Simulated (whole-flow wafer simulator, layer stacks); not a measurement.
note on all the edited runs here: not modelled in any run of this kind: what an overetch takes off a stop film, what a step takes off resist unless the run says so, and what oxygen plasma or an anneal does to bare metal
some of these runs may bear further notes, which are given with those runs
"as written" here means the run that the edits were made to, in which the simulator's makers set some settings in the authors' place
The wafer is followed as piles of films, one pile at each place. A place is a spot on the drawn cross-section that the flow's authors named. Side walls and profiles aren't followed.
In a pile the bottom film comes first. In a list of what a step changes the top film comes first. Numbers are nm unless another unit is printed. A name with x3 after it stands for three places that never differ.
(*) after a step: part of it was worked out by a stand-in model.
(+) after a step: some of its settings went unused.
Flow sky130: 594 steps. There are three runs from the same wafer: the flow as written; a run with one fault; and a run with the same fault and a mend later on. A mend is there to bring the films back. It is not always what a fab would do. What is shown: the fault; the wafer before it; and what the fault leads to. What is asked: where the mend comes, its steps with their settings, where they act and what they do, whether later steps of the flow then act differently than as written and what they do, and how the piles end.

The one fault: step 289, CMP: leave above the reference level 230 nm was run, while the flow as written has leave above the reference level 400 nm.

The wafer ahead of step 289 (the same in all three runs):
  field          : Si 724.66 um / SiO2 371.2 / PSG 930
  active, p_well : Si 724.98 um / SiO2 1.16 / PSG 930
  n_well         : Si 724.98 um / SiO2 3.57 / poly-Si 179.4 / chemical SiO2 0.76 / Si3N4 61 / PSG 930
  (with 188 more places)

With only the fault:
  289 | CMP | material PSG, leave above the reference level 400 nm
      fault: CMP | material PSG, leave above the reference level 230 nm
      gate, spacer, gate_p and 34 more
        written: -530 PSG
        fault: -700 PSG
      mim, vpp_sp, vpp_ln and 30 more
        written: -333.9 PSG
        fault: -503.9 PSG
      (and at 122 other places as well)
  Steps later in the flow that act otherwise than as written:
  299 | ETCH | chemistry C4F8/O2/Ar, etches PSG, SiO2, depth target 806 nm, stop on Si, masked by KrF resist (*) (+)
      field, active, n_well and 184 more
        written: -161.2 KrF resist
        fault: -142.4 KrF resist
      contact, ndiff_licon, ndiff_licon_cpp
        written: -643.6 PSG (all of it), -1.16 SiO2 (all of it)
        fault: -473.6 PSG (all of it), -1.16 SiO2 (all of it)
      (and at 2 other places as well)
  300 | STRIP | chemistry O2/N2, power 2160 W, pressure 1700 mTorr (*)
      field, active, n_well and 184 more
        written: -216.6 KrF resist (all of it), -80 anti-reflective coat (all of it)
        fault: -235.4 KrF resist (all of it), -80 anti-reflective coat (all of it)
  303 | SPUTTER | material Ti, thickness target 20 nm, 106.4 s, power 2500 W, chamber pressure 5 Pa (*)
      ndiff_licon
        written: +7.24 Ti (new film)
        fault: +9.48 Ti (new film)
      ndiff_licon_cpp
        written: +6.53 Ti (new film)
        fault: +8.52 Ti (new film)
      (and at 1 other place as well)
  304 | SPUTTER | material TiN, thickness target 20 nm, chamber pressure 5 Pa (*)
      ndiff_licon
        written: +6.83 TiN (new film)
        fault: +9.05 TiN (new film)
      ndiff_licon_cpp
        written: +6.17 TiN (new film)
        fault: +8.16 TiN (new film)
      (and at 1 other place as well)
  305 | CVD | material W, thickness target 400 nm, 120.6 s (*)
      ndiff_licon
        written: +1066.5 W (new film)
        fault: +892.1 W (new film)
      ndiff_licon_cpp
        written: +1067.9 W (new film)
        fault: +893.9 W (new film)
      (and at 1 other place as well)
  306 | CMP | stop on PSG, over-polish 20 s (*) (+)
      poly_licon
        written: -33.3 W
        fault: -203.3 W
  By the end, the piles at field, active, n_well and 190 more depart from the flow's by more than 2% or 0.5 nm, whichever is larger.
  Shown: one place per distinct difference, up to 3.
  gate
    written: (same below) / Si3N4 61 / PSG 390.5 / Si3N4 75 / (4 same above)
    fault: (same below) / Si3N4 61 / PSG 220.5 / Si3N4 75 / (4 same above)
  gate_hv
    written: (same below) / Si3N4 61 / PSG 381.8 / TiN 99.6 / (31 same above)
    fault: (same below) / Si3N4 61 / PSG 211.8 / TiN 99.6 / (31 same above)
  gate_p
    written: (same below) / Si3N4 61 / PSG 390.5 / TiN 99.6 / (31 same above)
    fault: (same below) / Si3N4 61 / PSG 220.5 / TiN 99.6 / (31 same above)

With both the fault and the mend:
  The mend follows step 289.
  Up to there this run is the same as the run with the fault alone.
  289a | HDPCVD | material PSG, thickness target 170 nm (*) (the flow's step 288 again, with other settings)
      field, active, n_well and 189 more
        +170 PSG
  Every later step of the flow that is run acts as written, at every place that is followed, to within 2% or 0.5 nm, whichever is larger.
  At the end the piles are close to the flow's at the places that both follow, differing by at most 2% or 0.5 nm, whichever is larger.
